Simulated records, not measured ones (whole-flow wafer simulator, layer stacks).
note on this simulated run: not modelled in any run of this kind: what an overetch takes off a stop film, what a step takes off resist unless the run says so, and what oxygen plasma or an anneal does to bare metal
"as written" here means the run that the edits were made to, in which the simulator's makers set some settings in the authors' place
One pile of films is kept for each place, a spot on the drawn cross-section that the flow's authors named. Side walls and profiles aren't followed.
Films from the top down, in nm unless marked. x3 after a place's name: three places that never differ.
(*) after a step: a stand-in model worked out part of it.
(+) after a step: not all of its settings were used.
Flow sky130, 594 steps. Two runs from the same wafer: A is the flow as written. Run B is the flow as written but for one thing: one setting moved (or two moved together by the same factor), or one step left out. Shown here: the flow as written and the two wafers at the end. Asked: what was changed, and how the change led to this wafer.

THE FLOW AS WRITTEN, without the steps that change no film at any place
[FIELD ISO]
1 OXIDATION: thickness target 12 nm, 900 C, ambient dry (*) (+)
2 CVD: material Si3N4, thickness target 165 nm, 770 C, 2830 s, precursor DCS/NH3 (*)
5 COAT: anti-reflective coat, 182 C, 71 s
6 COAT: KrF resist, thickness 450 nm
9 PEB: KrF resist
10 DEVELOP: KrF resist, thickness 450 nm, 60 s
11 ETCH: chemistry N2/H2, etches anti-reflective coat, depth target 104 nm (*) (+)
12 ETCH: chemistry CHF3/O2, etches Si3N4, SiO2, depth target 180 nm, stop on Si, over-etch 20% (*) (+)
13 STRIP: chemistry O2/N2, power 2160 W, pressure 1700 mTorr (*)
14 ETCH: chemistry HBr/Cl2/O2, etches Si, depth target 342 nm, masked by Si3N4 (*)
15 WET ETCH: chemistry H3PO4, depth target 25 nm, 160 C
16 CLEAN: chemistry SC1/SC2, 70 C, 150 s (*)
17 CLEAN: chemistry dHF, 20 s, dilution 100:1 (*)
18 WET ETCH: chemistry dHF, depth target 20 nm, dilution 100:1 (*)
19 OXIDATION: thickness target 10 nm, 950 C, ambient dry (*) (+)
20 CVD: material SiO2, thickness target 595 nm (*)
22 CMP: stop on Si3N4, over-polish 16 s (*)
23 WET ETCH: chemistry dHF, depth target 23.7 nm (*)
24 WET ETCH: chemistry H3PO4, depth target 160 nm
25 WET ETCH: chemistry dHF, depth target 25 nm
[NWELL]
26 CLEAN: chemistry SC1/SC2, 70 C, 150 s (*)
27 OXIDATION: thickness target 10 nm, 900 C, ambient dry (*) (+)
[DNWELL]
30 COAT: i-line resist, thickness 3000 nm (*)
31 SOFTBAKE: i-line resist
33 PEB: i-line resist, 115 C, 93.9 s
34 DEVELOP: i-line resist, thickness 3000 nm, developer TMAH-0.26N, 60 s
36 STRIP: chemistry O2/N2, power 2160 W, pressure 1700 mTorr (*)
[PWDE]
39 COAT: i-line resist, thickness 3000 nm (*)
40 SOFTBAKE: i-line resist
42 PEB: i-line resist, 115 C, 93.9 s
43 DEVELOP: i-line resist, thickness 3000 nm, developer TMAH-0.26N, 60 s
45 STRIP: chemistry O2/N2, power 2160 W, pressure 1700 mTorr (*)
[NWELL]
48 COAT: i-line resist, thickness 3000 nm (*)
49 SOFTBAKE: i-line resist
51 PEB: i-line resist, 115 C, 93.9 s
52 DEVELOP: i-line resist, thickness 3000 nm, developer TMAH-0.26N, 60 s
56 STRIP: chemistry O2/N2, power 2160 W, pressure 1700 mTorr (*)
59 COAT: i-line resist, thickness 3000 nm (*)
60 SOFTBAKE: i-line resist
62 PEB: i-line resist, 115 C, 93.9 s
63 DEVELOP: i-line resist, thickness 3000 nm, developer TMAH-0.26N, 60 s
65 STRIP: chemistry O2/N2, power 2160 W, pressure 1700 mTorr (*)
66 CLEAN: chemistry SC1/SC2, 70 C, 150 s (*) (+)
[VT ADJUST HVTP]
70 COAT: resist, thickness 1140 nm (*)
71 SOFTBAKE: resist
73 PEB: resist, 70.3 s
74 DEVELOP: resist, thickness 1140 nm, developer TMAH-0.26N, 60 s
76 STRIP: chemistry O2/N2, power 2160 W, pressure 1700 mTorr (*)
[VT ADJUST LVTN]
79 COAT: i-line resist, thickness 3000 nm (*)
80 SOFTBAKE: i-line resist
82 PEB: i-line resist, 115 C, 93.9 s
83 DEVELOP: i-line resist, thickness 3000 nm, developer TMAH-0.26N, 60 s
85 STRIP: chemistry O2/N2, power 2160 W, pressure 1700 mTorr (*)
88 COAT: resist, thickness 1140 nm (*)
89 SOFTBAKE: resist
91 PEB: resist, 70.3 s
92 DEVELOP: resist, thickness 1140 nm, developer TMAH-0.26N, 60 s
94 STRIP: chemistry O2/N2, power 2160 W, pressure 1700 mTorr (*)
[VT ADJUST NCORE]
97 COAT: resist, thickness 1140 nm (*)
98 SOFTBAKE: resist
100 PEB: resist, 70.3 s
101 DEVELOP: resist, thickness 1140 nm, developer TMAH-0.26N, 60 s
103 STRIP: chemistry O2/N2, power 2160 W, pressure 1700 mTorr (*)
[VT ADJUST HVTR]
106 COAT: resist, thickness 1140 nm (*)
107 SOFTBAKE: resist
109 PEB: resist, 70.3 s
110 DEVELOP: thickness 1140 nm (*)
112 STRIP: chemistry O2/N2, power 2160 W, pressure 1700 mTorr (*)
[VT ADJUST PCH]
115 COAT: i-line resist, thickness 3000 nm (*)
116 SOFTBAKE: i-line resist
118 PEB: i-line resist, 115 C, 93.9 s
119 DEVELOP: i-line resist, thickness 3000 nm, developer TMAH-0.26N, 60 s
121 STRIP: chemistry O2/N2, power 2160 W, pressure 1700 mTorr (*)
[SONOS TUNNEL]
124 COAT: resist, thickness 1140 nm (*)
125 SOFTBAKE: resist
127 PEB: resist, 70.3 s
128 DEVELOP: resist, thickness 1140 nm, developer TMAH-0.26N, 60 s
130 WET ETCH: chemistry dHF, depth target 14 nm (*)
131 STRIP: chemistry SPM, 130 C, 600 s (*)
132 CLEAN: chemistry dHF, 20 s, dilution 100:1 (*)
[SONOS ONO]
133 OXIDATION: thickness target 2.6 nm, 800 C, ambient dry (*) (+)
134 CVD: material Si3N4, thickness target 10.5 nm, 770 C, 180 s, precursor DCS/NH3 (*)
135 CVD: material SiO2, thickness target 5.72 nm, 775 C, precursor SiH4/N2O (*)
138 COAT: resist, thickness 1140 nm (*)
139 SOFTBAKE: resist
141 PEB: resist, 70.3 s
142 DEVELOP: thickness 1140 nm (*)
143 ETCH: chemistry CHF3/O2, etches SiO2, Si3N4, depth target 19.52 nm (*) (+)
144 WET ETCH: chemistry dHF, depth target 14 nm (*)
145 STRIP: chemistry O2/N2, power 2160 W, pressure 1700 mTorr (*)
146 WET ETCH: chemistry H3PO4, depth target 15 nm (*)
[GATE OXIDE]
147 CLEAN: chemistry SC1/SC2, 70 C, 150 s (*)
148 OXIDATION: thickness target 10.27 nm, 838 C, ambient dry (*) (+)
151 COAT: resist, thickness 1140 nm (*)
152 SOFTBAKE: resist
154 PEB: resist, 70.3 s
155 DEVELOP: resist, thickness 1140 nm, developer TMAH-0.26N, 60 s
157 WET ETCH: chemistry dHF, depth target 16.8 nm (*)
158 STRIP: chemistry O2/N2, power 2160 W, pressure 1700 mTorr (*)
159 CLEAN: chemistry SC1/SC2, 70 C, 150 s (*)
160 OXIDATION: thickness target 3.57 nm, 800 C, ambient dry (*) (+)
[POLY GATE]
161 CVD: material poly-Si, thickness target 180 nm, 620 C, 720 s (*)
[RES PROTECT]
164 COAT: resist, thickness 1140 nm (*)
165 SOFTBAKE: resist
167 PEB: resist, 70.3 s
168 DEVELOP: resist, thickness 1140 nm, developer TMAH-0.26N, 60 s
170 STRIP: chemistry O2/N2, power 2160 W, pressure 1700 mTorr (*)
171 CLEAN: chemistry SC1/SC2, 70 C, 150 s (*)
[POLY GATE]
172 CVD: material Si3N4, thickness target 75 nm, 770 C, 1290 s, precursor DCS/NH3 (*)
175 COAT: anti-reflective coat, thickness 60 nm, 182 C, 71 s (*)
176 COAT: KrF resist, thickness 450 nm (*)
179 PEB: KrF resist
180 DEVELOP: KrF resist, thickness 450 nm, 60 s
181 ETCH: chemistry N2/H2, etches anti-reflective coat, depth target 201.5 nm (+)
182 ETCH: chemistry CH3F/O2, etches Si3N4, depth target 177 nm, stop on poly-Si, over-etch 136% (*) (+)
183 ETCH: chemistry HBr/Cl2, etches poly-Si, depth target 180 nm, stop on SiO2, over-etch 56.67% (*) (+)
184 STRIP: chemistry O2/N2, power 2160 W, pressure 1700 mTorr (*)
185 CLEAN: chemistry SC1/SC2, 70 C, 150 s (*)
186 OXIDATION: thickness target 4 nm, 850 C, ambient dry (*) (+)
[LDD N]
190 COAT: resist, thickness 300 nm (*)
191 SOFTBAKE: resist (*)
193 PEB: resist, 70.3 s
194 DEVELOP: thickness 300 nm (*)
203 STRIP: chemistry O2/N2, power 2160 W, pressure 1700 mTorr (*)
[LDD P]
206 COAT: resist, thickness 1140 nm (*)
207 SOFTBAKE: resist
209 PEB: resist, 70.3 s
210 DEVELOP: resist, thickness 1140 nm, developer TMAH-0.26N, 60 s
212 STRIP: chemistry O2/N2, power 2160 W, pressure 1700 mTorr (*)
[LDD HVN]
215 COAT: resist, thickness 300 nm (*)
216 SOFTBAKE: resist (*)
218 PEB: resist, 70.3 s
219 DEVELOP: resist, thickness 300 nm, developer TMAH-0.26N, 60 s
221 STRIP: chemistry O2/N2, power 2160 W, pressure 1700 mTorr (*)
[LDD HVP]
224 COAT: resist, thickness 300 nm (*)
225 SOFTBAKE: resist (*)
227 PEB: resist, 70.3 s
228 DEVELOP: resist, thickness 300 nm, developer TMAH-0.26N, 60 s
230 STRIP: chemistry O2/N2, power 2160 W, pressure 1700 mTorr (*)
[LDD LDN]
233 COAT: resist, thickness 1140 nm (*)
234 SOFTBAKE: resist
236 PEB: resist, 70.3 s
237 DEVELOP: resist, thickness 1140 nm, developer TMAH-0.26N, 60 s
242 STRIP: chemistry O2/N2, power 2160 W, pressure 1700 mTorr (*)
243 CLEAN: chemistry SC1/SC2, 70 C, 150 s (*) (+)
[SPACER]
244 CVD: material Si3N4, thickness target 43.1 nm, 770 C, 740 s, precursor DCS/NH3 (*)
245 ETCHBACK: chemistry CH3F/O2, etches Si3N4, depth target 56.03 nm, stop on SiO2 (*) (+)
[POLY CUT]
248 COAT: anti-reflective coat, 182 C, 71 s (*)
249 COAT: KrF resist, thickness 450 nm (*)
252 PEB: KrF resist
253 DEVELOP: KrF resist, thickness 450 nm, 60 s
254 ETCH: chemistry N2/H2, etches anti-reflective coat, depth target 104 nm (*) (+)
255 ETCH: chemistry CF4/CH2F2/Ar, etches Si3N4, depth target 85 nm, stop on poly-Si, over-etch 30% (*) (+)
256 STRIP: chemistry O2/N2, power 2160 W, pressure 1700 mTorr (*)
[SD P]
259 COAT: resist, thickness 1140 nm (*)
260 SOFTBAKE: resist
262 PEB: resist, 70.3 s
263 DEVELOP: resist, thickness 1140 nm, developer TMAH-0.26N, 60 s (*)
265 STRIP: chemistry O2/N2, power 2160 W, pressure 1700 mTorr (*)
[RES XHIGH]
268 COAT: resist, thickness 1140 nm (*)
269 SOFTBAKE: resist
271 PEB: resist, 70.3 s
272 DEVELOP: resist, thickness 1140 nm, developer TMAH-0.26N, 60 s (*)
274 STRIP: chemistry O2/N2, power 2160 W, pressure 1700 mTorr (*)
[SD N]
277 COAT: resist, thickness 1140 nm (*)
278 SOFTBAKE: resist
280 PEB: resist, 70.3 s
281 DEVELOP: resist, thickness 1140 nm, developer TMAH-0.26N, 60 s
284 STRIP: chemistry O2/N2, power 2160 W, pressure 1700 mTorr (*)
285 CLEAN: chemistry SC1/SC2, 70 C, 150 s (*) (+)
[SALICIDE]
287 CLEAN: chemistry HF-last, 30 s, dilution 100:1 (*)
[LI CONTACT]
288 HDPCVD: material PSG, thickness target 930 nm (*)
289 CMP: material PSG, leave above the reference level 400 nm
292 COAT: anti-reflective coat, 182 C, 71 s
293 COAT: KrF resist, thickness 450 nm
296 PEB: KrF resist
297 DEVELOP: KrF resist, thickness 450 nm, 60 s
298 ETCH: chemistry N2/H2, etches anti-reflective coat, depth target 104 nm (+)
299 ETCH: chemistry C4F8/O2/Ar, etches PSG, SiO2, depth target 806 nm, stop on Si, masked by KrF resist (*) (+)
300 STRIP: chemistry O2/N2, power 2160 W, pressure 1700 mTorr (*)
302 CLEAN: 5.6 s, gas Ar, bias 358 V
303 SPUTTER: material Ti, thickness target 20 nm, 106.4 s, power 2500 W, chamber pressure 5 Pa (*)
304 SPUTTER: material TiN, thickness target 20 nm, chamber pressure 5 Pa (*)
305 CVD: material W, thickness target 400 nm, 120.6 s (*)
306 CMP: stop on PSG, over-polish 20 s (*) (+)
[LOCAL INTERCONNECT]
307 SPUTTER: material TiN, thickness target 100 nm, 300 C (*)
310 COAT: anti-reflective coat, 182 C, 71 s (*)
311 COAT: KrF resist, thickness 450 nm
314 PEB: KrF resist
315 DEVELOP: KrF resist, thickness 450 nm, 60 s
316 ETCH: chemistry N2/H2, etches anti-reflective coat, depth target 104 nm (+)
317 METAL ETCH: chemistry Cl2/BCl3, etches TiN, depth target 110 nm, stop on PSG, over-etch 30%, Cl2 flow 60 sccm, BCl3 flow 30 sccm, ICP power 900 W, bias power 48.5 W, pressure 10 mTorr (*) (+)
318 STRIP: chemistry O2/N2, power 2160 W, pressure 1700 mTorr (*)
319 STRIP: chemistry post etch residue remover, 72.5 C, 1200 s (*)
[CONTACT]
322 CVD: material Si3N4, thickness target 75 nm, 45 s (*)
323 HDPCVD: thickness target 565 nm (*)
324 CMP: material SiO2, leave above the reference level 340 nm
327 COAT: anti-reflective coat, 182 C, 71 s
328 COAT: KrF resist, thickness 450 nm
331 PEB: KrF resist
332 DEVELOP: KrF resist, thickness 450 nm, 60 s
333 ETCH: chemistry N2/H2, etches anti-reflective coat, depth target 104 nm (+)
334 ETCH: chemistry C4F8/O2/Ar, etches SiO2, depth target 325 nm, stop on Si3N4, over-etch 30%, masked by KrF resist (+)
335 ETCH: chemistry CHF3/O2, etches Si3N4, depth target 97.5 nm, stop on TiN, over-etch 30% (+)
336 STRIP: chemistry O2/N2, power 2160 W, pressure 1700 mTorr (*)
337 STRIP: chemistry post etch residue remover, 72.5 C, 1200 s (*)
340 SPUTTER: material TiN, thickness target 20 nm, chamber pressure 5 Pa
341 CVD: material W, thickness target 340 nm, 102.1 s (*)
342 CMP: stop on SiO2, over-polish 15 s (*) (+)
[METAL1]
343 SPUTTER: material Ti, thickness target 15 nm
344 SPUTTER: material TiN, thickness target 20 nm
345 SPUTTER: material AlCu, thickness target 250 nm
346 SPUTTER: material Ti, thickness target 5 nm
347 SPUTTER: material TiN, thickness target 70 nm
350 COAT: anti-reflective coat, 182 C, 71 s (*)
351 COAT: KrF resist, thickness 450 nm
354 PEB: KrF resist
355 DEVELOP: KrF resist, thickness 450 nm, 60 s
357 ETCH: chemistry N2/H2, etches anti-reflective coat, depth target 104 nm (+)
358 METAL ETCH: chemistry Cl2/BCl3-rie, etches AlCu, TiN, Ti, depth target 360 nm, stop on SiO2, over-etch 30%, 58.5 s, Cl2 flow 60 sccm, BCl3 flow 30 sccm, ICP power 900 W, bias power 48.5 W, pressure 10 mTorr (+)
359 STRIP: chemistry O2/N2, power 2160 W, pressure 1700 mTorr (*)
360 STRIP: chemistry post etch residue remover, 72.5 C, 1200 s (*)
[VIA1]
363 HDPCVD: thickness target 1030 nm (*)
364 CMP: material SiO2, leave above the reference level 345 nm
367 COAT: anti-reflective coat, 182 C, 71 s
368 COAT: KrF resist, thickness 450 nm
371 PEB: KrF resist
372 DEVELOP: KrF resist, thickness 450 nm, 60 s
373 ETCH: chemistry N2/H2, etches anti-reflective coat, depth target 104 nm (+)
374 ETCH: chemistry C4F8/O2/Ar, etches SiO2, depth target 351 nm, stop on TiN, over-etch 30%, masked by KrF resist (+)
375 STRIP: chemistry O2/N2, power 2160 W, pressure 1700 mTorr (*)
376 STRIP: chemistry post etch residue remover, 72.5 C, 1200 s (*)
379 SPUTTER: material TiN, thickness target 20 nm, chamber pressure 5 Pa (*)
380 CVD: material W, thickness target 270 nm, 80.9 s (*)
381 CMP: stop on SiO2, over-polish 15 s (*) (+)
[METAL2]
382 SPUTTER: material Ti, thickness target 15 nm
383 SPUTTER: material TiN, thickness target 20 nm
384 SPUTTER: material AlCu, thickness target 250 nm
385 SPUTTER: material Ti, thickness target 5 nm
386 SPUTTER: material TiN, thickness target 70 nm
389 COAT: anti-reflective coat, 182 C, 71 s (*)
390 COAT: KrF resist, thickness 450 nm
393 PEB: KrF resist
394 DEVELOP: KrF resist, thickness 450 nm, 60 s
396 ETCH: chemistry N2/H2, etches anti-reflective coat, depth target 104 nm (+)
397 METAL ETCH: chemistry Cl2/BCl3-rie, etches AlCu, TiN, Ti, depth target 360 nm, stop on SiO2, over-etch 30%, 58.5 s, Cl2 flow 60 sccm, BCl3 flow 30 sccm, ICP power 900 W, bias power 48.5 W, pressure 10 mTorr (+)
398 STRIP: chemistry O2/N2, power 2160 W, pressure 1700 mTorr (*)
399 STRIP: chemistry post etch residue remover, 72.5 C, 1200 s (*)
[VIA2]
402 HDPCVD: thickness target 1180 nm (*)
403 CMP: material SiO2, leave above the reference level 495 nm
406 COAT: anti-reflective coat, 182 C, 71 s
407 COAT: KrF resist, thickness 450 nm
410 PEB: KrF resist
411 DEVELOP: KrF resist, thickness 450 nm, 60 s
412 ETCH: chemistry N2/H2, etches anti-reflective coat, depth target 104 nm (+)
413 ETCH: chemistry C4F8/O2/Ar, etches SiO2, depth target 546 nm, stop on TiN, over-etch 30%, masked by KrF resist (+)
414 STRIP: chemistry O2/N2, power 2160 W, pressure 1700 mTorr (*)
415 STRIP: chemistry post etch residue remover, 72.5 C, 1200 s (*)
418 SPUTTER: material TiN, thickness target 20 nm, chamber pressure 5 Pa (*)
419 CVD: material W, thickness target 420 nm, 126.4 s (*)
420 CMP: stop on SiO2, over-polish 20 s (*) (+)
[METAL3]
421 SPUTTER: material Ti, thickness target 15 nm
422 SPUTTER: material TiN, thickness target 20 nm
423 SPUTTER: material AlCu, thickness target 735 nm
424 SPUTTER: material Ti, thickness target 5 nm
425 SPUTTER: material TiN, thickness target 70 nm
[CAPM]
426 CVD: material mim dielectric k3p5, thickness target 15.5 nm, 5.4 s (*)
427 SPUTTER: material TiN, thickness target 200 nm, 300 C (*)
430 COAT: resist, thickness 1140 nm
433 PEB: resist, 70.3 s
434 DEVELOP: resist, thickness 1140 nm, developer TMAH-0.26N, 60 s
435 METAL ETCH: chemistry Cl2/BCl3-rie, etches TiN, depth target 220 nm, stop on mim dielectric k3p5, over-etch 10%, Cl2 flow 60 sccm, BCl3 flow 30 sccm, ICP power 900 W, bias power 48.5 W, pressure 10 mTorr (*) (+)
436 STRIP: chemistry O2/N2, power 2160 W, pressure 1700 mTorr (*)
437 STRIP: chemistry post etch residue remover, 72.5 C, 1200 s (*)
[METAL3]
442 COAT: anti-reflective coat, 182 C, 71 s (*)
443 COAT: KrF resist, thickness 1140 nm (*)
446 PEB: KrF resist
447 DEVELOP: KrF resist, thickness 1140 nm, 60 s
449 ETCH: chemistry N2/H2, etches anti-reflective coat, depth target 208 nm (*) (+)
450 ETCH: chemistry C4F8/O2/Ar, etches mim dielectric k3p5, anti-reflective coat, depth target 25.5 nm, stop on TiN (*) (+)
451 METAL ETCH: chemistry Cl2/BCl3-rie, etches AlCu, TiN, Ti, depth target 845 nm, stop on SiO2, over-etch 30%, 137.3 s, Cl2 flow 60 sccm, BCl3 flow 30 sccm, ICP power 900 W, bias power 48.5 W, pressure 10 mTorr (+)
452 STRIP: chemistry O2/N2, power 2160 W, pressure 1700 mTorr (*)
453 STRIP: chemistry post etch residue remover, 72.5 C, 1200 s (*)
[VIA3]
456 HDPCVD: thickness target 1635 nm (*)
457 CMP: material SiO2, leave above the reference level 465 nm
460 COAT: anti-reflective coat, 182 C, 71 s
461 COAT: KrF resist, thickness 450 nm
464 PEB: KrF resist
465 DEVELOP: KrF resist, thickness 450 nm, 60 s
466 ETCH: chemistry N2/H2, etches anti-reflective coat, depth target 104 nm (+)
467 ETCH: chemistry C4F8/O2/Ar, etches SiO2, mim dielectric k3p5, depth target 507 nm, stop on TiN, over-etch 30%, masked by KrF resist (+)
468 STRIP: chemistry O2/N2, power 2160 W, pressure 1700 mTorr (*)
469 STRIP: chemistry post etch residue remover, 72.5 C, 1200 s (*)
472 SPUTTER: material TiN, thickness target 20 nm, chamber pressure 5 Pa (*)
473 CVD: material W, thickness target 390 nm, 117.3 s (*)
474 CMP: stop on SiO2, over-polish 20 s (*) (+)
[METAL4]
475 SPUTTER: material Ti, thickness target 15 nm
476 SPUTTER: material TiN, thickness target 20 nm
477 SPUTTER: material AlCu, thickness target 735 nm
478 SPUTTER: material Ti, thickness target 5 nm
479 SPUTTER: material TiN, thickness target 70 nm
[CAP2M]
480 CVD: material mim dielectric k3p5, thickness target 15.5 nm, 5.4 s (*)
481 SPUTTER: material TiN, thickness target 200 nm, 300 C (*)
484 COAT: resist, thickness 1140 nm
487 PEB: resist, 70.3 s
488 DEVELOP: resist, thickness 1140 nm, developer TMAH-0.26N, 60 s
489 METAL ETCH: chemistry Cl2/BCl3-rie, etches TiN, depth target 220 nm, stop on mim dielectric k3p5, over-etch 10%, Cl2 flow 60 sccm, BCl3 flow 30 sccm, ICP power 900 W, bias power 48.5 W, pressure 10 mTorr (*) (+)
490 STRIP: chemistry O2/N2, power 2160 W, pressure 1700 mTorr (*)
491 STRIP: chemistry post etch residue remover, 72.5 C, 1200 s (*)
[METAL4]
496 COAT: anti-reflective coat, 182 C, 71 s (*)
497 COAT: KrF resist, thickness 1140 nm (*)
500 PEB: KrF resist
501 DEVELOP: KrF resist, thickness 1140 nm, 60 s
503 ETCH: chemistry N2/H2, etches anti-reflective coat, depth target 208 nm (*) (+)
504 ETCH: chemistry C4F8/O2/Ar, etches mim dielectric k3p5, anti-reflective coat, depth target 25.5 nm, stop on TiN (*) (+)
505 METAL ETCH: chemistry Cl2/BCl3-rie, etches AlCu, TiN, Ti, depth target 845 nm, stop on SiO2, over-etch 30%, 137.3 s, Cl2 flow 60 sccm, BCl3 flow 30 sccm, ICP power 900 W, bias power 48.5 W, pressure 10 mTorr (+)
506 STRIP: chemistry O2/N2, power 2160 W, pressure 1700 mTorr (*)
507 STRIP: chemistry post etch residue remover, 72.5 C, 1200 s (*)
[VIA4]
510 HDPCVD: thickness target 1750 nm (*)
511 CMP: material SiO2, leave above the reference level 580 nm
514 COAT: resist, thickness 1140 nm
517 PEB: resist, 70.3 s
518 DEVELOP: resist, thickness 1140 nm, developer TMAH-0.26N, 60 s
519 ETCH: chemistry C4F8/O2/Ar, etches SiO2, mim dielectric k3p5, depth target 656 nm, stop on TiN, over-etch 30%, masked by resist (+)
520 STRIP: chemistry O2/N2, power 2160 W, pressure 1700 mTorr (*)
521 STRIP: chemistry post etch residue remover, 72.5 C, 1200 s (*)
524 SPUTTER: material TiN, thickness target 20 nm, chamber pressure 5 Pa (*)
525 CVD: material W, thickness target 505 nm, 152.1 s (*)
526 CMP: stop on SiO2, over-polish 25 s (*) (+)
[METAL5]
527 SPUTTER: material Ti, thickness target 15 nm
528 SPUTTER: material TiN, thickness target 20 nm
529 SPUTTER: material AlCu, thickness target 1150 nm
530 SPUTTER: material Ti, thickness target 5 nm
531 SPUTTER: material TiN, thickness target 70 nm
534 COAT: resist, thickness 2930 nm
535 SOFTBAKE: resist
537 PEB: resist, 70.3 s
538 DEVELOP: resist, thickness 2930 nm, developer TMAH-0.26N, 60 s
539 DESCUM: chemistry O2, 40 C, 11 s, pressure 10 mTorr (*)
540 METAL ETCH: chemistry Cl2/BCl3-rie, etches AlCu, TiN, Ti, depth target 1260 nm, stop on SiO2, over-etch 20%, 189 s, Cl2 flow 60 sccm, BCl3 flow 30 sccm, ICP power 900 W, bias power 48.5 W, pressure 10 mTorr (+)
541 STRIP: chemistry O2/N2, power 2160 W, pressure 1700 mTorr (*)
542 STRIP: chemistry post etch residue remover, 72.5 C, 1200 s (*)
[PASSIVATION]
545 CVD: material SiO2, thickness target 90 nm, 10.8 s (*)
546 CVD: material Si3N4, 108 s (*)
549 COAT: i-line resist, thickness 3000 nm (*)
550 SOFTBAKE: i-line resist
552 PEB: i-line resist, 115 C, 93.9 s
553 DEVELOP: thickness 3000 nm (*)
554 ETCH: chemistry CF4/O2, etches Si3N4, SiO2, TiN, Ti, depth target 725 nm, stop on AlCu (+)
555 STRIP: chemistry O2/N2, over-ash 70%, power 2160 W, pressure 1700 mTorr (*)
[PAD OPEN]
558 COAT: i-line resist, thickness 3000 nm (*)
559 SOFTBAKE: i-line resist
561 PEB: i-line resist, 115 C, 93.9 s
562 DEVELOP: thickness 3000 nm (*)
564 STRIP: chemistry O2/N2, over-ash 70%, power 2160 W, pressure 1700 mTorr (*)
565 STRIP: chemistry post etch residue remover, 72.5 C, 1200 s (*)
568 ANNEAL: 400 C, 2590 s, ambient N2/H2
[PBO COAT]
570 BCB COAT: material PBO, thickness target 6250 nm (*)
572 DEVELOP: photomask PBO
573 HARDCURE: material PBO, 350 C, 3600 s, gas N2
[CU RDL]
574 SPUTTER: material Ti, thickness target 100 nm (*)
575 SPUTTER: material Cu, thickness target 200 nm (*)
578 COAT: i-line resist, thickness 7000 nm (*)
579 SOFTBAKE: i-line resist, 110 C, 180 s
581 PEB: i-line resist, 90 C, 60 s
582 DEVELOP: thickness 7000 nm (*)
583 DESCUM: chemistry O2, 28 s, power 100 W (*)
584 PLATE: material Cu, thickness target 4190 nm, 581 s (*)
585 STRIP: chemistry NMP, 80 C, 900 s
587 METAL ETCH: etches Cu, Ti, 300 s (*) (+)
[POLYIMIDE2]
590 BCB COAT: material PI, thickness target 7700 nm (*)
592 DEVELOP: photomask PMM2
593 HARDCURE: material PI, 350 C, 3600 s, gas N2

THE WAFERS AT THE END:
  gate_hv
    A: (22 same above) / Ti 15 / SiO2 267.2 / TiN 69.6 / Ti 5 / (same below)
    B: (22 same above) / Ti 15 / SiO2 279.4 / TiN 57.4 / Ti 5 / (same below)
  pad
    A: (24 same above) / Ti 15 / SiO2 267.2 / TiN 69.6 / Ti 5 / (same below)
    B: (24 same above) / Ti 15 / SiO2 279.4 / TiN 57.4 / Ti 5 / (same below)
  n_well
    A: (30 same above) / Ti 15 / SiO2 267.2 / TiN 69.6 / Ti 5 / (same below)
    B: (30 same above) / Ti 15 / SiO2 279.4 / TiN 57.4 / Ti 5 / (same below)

The cause: step 347, SPUTTER: thickness target 57.8 nm was run, where the flow has thickness target 70 nm.

How the change led to this, step by step:
  347 SPUTTER: material TiN, thickness target 70 nm
      field, active, n_well and 188 more: A TiN +70 (new film) | B TiN +57.8 (new film)
  358 METAL ETCH: chemistry Cl2/BCl3-rie, etches AlCu, TiN, Ti, depth target 360 nm, stop on SiO2, over-etch 30%, 58.5 s, Cl2 flow 60 sccm, BCl3 flow 30 sccm, ICP power 900 W, bias power 48.5 W, pressure 10 mTorr (+)
      field, active, gate and 81 more: A TiN -68.7 (all of it), Ti -5 (all of it), AlCu -250 (all of it), TiN -20 (all of it), Ti -15 (all of it), SiO2 -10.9 | B TiN -56.5 (all of it), Ti -5 (all of it), AlCu -250 (all of it), TiN -20 (all of it), Ti -15 (all of it), SiO2 -12.2
  374 ETCH: chemistry C4F8/O2/Ar, etches SiO2, depth target 351 nm, stop on TiN, over-etch 30%, masked by KrF resist (+)
      m1, via1_hole: A SiO2 -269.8 (all of it) | B SiO2 -282 (all of it)
  380 CVD: material W, thickness target 270 nm, 80.9 s (*)
      m1, via1_hole: A W +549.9 (new film) | B W +562.3 (new film)
